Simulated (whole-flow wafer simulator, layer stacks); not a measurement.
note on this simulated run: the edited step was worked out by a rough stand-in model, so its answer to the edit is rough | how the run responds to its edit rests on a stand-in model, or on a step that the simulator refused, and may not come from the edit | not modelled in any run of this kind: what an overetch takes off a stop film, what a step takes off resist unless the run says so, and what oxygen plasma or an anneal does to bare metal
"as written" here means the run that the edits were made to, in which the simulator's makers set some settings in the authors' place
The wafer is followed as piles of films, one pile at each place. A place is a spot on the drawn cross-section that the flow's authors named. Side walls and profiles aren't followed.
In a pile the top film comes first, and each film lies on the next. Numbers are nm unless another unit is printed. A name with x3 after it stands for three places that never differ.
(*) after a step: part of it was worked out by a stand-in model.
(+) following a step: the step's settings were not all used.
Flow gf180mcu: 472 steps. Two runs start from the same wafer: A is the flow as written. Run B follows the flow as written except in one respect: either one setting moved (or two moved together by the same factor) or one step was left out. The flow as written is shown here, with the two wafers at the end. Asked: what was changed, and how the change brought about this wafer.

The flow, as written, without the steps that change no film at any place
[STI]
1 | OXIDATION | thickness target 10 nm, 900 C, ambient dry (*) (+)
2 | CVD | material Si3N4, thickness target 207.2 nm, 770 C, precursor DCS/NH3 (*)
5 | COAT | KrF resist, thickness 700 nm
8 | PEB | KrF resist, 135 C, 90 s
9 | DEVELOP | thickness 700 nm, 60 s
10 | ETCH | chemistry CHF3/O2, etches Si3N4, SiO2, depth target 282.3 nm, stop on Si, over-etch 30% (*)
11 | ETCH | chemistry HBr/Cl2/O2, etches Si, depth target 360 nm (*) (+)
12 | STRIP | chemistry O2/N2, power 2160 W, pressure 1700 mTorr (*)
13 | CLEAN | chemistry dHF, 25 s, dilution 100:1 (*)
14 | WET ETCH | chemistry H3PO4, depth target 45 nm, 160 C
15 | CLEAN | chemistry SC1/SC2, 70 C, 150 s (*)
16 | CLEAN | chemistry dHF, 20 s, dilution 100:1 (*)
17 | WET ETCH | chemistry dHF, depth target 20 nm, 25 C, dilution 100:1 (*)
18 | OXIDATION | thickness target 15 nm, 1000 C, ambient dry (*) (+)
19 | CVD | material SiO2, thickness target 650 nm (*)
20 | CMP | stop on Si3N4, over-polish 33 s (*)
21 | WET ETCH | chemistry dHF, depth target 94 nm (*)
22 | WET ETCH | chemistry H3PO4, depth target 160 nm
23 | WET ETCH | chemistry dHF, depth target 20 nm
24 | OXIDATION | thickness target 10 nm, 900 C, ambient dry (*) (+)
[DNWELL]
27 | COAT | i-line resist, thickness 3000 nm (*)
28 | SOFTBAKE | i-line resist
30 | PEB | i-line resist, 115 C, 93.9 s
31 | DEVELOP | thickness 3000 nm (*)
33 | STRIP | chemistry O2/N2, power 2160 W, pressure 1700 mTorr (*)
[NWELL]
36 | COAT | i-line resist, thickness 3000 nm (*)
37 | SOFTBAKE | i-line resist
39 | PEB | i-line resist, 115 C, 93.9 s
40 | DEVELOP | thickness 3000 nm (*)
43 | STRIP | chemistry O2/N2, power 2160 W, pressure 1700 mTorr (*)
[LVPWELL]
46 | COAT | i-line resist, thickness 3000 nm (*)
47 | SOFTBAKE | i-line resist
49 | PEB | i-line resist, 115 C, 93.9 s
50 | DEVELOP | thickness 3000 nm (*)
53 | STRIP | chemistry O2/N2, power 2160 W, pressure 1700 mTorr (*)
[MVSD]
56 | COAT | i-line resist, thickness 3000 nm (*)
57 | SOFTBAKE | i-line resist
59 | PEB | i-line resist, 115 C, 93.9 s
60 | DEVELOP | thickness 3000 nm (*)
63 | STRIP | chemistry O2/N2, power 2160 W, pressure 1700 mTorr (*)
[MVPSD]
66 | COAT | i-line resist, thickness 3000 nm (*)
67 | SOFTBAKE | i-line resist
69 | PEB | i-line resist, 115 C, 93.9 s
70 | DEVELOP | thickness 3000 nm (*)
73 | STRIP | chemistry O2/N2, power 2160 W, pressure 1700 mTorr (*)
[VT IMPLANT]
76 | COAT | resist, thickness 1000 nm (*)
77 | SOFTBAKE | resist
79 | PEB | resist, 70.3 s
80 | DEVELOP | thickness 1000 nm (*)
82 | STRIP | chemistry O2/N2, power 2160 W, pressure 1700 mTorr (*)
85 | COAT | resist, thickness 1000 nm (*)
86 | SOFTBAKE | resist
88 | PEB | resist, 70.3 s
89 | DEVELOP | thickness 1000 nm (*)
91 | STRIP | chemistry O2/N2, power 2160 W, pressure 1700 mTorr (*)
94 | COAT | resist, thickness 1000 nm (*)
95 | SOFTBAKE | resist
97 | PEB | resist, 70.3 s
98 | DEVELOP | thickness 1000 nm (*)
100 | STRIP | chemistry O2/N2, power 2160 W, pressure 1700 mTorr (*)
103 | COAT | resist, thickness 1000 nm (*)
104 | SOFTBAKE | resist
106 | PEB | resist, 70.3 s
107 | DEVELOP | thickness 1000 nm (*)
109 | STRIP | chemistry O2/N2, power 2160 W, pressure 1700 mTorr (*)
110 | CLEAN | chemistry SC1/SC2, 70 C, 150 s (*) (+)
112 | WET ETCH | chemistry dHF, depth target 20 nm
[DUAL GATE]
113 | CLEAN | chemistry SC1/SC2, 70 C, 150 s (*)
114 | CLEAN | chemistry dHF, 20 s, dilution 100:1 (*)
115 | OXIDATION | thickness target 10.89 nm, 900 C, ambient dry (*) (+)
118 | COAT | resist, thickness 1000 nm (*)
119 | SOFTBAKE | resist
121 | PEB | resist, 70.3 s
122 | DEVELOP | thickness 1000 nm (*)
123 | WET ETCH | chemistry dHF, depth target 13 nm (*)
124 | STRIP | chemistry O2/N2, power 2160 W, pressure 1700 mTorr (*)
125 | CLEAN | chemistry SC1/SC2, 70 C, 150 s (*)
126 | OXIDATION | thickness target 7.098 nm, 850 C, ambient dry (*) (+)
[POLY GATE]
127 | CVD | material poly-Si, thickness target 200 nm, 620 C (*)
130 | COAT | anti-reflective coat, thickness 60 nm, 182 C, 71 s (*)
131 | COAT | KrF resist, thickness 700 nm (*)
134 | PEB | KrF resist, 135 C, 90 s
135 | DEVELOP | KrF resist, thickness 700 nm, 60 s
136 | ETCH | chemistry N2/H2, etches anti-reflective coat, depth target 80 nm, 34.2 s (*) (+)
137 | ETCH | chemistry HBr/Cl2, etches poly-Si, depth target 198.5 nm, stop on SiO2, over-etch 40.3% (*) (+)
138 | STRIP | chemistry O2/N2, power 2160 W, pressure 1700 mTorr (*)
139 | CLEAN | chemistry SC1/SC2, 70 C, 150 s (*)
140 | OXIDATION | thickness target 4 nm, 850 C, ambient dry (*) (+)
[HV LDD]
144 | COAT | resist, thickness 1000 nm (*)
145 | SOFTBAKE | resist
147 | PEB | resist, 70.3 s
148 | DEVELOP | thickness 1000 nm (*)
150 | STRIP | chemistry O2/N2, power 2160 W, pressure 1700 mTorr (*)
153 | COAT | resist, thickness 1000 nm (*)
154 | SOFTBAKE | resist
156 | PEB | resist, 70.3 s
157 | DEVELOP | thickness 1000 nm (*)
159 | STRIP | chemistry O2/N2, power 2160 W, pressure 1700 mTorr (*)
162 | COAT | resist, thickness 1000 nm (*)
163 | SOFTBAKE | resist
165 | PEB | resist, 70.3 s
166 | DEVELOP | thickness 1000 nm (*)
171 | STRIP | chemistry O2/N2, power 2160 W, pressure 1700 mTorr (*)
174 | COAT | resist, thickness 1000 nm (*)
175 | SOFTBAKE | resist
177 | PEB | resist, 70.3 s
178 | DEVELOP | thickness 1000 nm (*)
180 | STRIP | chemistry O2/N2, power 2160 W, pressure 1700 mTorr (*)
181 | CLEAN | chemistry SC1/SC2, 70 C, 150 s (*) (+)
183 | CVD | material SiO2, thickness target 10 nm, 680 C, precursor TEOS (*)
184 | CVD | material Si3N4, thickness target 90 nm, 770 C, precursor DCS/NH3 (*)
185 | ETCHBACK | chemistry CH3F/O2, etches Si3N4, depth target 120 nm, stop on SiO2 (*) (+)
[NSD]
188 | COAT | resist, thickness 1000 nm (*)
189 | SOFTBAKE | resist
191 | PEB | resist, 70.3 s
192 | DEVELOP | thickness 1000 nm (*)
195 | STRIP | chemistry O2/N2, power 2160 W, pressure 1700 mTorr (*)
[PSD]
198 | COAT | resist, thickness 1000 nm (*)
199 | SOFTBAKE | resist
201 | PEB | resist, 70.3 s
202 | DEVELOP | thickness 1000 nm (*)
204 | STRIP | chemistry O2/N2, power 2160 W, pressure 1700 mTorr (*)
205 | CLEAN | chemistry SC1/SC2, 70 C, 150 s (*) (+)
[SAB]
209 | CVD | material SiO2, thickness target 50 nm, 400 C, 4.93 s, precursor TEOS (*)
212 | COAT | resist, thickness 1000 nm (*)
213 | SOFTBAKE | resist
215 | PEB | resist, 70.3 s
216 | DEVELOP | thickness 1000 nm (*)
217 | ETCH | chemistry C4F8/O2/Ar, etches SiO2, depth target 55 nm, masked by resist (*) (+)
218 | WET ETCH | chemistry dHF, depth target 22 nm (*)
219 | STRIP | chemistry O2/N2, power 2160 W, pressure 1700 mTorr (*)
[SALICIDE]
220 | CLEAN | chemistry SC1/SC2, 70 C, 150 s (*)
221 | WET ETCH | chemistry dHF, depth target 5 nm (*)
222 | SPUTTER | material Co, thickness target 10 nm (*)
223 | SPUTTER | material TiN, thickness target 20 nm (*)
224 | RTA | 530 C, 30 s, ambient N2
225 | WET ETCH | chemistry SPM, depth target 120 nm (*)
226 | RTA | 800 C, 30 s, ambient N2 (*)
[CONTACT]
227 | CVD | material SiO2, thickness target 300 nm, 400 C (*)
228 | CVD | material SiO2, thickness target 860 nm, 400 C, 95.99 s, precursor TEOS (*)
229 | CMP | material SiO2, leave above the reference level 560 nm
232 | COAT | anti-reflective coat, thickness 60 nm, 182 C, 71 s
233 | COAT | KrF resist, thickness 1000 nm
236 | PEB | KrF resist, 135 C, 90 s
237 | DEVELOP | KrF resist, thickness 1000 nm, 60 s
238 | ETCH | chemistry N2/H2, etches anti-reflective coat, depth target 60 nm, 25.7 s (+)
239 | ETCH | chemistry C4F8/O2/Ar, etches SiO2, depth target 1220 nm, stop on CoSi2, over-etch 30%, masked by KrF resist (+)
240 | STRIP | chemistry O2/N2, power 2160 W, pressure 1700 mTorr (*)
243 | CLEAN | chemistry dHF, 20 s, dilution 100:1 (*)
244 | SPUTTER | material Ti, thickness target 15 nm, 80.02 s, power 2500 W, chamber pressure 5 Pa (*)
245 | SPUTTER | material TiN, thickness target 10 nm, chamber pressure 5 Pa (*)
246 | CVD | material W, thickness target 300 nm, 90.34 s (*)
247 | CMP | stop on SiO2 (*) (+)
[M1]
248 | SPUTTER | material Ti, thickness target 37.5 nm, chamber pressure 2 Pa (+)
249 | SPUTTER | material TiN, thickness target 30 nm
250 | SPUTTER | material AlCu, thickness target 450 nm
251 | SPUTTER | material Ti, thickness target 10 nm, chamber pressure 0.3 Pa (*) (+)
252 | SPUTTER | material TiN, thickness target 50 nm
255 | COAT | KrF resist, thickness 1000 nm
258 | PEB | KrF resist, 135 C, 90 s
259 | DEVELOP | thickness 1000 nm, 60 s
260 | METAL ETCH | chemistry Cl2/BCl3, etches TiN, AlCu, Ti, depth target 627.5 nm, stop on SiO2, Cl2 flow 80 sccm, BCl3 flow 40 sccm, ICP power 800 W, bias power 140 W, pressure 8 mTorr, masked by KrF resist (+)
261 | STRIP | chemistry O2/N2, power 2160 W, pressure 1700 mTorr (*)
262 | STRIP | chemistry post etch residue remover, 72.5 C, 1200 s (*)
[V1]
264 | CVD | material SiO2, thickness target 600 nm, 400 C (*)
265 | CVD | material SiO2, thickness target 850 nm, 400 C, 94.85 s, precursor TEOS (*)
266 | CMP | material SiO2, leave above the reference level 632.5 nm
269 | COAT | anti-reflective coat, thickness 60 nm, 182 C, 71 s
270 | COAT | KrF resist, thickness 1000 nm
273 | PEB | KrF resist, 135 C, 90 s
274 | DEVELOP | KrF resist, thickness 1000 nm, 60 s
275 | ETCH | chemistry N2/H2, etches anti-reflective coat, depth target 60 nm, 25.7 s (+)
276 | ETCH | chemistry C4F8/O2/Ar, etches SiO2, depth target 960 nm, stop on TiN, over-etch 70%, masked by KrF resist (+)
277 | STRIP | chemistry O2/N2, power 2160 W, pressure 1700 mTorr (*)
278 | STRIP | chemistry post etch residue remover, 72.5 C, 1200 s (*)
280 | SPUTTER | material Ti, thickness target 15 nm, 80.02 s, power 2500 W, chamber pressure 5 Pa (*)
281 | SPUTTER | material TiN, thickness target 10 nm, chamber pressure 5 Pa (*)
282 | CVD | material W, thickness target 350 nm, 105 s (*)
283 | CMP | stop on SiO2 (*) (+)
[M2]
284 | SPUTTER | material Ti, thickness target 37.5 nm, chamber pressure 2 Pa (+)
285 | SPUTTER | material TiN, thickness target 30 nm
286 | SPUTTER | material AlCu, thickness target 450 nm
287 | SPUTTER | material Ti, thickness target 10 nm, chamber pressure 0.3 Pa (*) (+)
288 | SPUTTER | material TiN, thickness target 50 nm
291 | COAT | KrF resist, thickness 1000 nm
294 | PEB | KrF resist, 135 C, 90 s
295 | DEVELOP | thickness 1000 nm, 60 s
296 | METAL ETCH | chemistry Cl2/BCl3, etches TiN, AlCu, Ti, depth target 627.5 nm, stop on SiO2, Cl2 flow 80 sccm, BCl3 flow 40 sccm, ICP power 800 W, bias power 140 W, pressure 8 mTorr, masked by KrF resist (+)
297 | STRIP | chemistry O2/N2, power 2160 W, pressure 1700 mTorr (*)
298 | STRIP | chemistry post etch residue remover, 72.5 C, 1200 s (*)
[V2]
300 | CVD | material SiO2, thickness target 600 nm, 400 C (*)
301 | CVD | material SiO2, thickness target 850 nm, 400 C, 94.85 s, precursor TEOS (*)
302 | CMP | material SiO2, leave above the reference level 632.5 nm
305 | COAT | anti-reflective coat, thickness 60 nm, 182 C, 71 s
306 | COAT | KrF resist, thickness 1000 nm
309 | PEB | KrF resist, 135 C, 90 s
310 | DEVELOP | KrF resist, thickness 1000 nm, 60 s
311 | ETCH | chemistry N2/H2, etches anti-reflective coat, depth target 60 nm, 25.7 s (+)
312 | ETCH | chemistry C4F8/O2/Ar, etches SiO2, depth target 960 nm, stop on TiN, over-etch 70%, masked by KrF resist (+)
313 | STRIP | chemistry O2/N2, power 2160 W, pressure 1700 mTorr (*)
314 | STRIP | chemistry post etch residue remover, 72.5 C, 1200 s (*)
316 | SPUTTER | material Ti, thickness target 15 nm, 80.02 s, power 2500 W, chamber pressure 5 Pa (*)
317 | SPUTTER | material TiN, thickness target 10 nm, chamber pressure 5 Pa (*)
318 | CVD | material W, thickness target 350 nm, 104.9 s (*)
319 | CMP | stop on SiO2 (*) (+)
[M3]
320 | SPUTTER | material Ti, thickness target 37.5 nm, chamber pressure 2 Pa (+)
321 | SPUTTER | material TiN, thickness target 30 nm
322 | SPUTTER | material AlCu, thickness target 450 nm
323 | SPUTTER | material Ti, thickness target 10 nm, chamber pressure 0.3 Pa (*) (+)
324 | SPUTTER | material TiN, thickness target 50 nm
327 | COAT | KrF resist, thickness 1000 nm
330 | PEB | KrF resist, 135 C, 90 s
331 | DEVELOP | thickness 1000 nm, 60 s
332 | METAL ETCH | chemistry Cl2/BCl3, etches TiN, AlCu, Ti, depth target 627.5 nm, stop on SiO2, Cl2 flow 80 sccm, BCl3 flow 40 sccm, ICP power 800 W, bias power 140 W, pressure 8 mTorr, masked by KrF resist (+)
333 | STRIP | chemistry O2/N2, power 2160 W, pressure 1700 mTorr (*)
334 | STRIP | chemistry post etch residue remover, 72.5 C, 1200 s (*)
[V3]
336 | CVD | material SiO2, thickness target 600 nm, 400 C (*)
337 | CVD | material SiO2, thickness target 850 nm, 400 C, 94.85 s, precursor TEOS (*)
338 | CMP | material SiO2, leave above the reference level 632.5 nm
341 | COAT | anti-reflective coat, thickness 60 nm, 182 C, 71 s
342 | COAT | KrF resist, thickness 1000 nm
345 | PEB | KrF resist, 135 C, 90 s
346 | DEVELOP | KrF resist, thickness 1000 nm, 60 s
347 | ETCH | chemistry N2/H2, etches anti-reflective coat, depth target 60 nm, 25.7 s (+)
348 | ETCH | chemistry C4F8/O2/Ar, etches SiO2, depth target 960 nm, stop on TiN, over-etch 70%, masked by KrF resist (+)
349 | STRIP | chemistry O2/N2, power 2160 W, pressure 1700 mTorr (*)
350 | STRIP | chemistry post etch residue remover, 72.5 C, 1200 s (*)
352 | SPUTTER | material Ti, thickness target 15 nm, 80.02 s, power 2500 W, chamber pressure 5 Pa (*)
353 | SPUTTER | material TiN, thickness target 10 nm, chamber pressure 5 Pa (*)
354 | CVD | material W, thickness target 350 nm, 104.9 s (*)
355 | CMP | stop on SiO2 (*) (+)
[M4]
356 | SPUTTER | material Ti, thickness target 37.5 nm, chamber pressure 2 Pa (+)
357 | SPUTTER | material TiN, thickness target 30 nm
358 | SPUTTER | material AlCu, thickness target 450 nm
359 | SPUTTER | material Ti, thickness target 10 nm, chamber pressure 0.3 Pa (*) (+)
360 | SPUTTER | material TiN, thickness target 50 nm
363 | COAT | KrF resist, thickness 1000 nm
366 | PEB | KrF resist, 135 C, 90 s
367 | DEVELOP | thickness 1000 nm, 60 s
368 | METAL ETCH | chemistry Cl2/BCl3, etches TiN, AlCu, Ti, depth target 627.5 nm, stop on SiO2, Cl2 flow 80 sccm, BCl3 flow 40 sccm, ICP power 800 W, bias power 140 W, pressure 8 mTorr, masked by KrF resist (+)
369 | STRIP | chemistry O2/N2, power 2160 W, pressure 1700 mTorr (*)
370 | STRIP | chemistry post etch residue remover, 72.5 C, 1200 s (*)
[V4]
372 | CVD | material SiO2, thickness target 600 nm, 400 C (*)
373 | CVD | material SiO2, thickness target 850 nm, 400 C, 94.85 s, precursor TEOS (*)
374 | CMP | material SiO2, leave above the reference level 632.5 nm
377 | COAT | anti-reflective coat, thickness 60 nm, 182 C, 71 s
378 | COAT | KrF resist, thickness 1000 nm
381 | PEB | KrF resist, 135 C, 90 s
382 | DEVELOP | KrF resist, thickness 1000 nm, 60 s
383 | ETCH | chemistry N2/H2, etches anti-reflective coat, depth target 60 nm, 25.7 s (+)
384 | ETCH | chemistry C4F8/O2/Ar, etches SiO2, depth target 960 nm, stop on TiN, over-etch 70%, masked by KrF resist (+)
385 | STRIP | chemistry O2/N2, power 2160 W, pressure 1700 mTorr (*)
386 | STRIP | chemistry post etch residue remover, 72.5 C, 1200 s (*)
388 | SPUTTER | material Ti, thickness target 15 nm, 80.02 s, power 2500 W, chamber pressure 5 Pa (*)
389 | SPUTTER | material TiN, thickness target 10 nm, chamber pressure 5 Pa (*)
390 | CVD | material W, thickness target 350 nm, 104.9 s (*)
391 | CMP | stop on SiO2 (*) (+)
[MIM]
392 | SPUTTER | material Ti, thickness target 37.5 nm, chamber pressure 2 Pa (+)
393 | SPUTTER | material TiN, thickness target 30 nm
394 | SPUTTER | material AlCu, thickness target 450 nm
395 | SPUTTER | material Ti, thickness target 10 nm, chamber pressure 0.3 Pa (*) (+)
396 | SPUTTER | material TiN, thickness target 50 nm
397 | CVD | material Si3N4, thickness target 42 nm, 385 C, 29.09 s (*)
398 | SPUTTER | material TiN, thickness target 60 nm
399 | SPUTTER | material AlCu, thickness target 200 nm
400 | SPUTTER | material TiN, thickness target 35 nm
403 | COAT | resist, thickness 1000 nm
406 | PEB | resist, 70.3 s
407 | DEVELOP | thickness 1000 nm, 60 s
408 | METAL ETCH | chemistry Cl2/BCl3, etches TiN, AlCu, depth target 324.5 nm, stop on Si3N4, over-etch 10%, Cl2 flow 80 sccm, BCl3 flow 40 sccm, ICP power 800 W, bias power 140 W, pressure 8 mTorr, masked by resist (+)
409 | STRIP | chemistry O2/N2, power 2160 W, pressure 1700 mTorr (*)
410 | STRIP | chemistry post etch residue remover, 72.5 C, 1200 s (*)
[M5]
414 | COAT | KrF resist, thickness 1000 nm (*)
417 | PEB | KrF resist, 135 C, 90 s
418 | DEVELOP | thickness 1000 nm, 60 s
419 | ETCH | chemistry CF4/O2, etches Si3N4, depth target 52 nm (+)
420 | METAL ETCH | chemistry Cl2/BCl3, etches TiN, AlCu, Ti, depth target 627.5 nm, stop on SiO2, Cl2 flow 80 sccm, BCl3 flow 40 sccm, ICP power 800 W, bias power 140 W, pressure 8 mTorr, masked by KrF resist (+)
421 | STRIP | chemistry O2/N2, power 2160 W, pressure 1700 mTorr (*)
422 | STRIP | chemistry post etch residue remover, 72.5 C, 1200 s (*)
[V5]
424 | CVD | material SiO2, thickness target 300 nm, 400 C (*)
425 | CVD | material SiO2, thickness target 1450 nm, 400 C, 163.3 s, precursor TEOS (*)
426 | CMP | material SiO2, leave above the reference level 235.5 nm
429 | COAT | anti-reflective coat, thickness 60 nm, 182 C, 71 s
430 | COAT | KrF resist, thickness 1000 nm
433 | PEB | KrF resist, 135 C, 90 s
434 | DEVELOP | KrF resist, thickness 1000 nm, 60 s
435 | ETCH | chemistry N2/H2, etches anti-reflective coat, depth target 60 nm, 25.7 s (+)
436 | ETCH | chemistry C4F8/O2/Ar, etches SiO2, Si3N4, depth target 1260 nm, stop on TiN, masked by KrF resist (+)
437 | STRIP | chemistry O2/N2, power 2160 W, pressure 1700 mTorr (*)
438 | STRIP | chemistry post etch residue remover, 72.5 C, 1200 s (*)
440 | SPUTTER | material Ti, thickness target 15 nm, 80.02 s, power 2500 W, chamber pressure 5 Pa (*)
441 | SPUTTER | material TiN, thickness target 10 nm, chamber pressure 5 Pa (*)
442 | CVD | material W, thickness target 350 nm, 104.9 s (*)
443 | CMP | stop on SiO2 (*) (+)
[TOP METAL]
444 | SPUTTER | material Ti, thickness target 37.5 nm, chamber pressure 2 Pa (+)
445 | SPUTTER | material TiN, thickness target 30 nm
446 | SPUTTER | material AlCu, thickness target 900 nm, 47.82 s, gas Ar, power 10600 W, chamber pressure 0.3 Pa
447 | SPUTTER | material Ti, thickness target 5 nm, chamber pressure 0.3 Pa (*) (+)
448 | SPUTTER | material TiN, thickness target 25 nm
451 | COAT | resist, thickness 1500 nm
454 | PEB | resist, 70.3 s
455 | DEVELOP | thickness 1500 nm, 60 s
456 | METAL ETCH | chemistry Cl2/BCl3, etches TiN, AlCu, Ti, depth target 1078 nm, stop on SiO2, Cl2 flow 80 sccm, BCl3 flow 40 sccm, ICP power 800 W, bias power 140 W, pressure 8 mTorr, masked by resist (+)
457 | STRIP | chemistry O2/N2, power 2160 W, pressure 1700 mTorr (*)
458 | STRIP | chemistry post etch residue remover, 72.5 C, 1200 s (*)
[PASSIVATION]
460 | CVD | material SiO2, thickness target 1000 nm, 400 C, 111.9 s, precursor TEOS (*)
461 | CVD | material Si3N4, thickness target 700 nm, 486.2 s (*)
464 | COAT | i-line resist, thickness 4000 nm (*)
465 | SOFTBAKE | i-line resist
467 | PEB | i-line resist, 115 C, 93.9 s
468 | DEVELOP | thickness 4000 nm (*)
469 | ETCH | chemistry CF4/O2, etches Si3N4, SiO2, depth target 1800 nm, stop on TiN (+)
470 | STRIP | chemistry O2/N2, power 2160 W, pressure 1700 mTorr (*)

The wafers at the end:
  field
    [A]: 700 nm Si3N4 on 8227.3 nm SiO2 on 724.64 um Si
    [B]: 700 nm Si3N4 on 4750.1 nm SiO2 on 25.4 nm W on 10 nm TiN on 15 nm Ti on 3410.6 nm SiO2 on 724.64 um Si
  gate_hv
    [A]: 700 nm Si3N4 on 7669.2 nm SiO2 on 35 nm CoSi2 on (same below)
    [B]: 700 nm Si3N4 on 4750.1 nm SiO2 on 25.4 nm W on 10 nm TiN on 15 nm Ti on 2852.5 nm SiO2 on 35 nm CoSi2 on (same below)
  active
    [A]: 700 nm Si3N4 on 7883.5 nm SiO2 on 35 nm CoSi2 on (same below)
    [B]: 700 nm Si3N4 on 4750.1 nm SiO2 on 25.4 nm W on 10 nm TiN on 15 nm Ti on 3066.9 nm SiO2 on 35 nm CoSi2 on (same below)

What caused this: step 301, CVD: thickness target 459 nm was run, whereas the flow has thickness target 850 nm; step 301, CVD: 51.22 s was run, where the flow has 94.85 s.

The path from the change to this, step by step:
  301 | CVD | material SiO2, thickness target 850 nm, 400 C, 94.85 s, precursor TEOS (*)
      field, field__w1, field__w2 and 108 more: A +850 SiO2 | B +467.4 SiO2
  302 | CMP | material SiO2, leave above the reference level 632.5 nm
      field, field__w1, field__w2 and 103 more: A -300 SiO2 | B nothing
      field__w8, contact, m1, m1__w1, m1_nw: A -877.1 SiO2 | B -494.5 SiO2
  305 | COAT | anti-reflective coat, thickness 60 nm, 182 C, 71 s
      field: A +60 anti-reflective coat (new film) | B +93.2 anti-reflective coat (new film)
      field__w1: A +60 anti-reflective coat (new film) | B +80.7 anti-reflective coat (new film)
      (as well as at 18 more places)
  306 | COAT | KrF resist, thickness 1000 nm
      contact: A +1000 KrF resist (new film) | B +968.5 KrF resist (new film)
      m1: A +1000 KrF resist (new film) | B +963.3 KrF resist (new film)
      (as well as at 5 more places)
  310 | DEVELOP | KrF resist, thickness 1000 nm, 60 s
      contact: A -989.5 KrF resist (all of it) | B -958.3 KrF resist (all of it)
  311 | ETCH | chemistry N2/H2, etches anti-reflective coat, depth target 60 nm, 25.7 s (+)
      contact: A -60 anti-reflective coat (all of it), -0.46 SiO2 | B -24.9 anti-reflective coat (all of it), -1.36 SiO2
  313 | STRIP | chemistry O2/N2, power 2160 W, pressure 1700 mTorr (*)
      field: A -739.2 KrF resist (all of it), -60 anti-reflective coat (all of it) | B -724.5 KrF resist (all of it), -93.2 anti-reflective coat (all of it)
      field__w1: A -739.2 KrF resist (all of it), -60 anti-reflective coat (all of it) | B -723.1 KrF resist (all of it), -80.7 anti-reflective coat (all of it)
      (as well as at 17 more places)
  318 | CVD | material W, thickness target 350 nm, 104.9 s (*)
      contact: A +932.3 W (new film) | B +848.9 W (new film)
  319 | CMP | stop on SiO2 (*) (+)
      field, field__w1, field__w2 and 103 more: A -350 W (all of it), -10 TiN (all of it), -15 Ti (all of it), -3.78 SiO2 | B -312.4 W
      field__w8, m1, m1__w1, m1_nw: A -350 W (all of it), -10 TiN (all of it), -15 Ti (all of it), -3.78 SiO2 | B -350 W (all of it), -10 TiN (all of it), -15 Ti (all of it), -20 SiO2
      (as well as at 1 more place)
  332 | METAL ETCH | chemistry Cl2/BCl3, etches TiN, AlCu, Ti, depth target 627.5 nm, stop on SiO2, Cl2 flow 80 sccm, BCl3 flow 40 sccm, ICP power 800 W, bias power 140 W, pressure 8 mTorr, masked by KrF resist (+)
      field, field__w1, field__w2 and 103 more: A -50 TiN (all of it), -10 Ti (all of it), -450 AlCu (all of it), -30 TiN (all of it), -37.5 Ti (all of it) | B -50 TiN (all of it), -10 Ti (all of it), -450 AlCu (all of it), -30 TiN (all of it), -37.5 Ti (all of it), -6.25 W
  334 | STRIP | chemistry post etch residue remover, 72.5 C, 1200 s (*)
      field, field__w1, field__w2 and 103 more: A nothing | B -6.01 W
  336 | CVD | material SiO2, thickness target 600 nm, 400 C (*)
      field, field__w1, field__w2 and 103 more: A +600 SiO2 | B +600 SiO2 (new film)
  338 | CMP | material SiO2, leave above the reference level 632.5 nm
      field, field__w1, field__w2 and 103 more: A -300 SiO2 | B -287.7 SiO2
If metal films that touch count as one body, field has 1 body; the flow as written gives 0 bodies.
If metal films that touch count as one body, gate_hv has 2 bodies (between them, from the top down: SiO2 2852.5); the flow as written gives 1 body.
If metal films that touch count as one body, active has 2 bodies (between them, from the top down: SiO2 3066.9); the flow as written gives 1 body.
